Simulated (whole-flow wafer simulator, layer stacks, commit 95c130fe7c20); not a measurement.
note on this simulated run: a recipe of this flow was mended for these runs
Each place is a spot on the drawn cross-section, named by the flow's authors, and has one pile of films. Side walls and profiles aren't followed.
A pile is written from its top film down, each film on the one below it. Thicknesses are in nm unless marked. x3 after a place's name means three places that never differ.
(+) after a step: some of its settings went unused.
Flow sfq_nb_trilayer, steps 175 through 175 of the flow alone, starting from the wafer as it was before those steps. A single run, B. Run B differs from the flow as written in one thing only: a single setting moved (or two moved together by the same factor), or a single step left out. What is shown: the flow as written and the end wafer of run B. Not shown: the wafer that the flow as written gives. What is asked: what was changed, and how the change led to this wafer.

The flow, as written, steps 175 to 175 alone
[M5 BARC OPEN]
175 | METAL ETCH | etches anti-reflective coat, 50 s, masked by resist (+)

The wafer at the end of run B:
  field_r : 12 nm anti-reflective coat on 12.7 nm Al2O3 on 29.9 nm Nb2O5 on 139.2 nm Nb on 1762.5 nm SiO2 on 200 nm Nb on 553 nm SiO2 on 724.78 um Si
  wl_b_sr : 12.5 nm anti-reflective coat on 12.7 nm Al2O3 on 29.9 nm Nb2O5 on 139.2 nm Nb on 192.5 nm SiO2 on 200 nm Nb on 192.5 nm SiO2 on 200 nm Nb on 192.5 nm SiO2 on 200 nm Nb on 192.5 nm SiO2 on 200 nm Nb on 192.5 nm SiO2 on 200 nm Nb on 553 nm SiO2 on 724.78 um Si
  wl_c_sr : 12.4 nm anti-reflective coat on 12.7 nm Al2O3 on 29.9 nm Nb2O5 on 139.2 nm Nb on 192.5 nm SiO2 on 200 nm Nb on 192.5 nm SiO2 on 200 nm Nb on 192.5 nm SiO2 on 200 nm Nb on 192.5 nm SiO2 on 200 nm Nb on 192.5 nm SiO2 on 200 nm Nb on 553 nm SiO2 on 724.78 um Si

What caused this: step 175, METAL ETCH: 20 s was run, whereas the flow has 50 s.

How this came from the change, step by step:
  175 | METAL ETCH | etches anti-reflective coat, 50 s, masked by resist (+)
      field_r, p4_fl x5, p4_w1 x9, p3_s0 x9: anti-reflective coat loses 50 (in the flow as written it would be: anti-reflective coat loses 62 (all of it), Al2O3 loses 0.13)
      wl_c_sr, wl_d_sl, wl_d_m1, wl_d_sr, wl_e_sl, wl_e_sr: anti-reflective coat loses 50 (in the flow as written it would be: anti-reflective coat loses 62.4 (all of it), Al2O3 loses 0.13)
      (as well as at 75 more places)
